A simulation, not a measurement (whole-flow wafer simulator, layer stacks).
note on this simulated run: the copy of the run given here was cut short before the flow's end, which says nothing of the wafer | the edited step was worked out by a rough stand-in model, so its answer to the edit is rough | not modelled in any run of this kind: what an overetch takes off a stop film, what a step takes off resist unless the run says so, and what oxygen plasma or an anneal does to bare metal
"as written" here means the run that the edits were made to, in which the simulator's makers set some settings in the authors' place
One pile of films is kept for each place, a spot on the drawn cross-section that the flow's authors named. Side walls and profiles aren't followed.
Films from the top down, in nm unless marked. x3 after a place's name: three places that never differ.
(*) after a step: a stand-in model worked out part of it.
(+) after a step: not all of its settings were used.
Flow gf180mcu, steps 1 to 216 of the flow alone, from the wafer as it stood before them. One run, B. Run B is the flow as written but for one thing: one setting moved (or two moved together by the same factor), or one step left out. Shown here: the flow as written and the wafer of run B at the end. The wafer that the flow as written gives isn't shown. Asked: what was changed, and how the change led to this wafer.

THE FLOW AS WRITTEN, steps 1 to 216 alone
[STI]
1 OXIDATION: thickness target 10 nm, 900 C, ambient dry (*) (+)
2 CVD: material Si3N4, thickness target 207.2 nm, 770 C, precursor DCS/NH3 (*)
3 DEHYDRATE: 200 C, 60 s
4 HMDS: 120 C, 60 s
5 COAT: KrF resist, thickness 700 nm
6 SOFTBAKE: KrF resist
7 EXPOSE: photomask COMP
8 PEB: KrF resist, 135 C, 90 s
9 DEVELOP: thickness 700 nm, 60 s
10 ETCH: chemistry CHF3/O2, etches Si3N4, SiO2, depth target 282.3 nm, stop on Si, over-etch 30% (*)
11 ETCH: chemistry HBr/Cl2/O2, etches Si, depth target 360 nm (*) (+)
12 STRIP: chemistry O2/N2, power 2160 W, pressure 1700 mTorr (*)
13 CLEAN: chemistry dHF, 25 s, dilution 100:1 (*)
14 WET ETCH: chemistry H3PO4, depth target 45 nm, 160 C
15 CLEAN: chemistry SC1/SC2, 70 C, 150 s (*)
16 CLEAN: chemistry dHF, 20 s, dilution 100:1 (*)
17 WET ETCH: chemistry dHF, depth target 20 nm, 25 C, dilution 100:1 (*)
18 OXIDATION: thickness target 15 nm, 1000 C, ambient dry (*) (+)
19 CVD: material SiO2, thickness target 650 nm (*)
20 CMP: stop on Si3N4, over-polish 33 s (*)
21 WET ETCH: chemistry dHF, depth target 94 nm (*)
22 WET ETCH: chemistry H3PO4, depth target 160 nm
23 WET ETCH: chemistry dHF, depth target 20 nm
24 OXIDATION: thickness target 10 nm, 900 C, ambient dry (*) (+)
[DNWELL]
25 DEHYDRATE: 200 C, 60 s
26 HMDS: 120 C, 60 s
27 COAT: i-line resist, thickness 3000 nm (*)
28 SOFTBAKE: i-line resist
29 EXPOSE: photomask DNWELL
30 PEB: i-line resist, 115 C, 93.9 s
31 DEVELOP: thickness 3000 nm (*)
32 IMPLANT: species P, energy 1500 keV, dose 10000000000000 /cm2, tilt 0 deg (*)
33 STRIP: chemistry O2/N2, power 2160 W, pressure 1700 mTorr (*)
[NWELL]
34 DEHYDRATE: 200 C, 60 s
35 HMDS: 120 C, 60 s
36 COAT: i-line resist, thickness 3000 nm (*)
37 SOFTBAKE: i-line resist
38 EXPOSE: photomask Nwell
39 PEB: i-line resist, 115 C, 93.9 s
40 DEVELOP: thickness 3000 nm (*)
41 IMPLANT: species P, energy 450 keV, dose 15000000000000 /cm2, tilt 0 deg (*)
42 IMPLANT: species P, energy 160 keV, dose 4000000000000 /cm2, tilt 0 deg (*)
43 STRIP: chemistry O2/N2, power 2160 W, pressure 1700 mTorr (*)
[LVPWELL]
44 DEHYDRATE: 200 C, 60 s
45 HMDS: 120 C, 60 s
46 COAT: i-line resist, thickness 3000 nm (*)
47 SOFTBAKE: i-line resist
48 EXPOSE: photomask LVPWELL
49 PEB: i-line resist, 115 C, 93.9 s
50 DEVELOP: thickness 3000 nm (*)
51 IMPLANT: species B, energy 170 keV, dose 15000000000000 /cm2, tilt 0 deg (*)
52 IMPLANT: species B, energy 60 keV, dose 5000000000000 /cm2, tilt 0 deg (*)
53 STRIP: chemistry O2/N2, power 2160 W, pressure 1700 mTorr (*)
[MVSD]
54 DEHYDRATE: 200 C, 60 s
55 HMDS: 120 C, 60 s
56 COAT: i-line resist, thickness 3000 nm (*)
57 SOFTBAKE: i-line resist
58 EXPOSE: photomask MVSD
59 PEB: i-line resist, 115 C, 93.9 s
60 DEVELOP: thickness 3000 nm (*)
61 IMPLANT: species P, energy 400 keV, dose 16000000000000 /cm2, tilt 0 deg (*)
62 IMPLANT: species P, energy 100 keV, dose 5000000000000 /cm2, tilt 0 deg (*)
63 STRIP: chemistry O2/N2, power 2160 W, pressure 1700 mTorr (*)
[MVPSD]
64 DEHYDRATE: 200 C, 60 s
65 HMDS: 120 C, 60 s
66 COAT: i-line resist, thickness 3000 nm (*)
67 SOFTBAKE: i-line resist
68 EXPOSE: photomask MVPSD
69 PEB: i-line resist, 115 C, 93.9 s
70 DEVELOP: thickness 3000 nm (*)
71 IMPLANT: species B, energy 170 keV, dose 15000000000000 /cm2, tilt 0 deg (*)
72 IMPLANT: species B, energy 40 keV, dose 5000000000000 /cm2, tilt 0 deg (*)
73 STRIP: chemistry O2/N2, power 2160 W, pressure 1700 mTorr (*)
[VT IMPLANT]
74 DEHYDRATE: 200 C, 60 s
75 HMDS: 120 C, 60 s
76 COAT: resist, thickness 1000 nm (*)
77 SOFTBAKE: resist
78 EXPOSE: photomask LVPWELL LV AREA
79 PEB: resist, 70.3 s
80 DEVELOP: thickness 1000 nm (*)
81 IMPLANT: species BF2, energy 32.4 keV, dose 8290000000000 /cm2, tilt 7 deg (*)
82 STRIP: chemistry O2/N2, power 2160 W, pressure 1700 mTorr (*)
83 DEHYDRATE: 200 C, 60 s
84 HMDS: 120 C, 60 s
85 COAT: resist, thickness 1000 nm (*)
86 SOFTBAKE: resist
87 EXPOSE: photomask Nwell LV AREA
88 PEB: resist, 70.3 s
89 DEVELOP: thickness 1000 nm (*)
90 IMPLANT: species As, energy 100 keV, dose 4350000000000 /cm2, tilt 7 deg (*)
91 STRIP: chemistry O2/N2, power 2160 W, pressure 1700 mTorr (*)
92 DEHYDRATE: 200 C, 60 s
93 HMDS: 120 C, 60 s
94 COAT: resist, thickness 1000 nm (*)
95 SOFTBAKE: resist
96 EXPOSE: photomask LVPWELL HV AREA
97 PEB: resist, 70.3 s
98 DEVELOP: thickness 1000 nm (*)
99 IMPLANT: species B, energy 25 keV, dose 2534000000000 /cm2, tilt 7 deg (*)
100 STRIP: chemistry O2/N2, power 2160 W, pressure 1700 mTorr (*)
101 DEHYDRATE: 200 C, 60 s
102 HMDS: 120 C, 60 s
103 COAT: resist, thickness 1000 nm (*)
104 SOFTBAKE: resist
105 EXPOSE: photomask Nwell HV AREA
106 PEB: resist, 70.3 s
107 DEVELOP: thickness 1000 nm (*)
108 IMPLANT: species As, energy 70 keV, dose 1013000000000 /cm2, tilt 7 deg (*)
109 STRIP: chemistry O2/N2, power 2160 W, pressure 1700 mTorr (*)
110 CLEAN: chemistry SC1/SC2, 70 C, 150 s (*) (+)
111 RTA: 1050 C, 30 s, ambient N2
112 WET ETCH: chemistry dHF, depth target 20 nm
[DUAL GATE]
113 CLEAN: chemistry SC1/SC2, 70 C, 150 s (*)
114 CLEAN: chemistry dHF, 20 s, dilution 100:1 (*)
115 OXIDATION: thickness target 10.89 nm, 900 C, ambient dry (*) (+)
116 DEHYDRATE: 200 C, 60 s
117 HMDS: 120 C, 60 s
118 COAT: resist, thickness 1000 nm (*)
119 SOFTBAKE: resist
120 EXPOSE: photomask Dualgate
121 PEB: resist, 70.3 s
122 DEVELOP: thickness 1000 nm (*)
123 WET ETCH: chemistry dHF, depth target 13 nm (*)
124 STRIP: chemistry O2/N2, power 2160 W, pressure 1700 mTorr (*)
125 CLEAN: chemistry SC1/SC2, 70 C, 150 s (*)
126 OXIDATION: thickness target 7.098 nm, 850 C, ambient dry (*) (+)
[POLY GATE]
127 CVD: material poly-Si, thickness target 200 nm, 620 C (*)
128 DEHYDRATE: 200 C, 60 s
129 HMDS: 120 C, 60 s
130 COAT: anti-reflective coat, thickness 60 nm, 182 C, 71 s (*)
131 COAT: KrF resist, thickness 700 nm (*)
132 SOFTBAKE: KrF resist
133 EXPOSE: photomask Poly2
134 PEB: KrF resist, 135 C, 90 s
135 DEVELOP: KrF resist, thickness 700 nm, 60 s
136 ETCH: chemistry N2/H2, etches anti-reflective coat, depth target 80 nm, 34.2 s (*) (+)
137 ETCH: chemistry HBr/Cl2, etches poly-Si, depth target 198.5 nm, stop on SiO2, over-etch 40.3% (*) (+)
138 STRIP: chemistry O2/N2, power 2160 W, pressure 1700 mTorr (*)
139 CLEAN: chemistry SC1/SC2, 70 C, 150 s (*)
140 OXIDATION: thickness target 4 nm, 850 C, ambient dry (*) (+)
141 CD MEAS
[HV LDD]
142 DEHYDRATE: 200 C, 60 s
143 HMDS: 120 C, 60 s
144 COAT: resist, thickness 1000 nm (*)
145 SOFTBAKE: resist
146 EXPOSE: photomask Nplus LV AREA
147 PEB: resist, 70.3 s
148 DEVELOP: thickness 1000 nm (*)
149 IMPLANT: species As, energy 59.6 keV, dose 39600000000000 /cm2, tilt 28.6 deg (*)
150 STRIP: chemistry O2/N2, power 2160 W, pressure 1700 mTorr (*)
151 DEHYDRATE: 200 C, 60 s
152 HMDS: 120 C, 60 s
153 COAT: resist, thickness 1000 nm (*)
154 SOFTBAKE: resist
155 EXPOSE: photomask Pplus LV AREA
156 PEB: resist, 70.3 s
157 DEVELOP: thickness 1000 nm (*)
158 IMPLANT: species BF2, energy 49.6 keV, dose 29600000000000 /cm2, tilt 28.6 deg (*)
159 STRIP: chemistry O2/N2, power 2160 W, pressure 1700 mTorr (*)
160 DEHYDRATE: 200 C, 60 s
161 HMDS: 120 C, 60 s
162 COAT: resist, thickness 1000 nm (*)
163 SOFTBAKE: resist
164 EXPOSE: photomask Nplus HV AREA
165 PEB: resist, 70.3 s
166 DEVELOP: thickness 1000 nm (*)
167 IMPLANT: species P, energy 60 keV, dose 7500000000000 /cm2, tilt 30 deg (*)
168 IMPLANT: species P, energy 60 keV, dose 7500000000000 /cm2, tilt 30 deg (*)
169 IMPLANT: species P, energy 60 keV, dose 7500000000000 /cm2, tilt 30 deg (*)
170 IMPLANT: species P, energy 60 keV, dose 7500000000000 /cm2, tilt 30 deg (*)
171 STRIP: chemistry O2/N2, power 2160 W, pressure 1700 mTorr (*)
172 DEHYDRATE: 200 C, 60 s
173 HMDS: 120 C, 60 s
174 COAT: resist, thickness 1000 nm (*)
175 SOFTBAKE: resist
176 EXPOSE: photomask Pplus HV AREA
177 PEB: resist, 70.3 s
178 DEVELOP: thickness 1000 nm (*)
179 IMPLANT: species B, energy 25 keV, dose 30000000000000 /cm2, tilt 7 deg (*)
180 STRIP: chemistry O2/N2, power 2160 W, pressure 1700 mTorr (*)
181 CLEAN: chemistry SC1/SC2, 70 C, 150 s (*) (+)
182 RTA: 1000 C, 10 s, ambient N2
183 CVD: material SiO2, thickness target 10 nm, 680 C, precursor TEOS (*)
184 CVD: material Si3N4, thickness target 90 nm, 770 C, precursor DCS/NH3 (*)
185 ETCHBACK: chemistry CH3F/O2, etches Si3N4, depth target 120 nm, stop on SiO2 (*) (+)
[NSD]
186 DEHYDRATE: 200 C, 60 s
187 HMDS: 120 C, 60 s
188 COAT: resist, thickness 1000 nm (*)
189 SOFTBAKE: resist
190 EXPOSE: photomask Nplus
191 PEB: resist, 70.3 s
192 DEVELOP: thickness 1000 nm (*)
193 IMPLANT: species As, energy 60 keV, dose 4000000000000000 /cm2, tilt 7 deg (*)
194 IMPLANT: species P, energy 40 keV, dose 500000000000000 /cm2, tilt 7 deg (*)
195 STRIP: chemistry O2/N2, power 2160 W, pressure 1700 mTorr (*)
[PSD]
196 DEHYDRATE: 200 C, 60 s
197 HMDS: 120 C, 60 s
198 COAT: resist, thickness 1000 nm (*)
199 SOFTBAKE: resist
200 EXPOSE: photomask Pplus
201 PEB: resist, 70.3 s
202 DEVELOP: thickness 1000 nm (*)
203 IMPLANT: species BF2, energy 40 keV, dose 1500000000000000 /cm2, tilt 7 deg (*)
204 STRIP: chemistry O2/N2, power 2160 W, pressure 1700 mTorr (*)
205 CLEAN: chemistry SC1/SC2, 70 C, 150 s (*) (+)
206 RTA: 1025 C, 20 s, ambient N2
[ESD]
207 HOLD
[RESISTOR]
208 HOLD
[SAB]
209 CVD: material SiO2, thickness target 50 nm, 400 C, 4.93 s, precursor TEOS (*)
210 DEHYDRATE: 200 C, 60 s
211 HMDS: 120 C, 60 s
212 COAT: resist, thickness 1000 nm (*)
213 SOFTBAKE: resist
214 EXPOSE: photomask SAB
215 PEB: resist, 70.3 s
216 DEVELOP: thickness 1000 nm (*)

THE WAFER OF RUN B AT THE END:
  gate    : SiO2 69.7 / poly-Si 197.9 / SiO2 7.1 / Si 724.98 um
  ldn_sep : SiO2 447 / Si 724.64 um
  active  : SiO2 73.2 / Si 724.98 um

The cause: step 209, CVD: thickness target 59.5 nm was run, where the flow has thickness target 50 nm; step 209, CVD: 5.867 s was run, where the flow has 4.93 s.

How the change led to this, step by step:
  209 CVD: material SiO2, thickness target 50 nm, 400 C, 4.93 s, precursor TEOS (*)
      field, field__w7, field__w8 and 73 more: SiO2 +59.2 (as written it would be: SiO2 +50)
      field_sub, field_sub__w2, ld_drn_n, ld_sd_p: SiO2 +57.8 (as written it would be: SiO2 +48.8)
      (and at 29 more places)
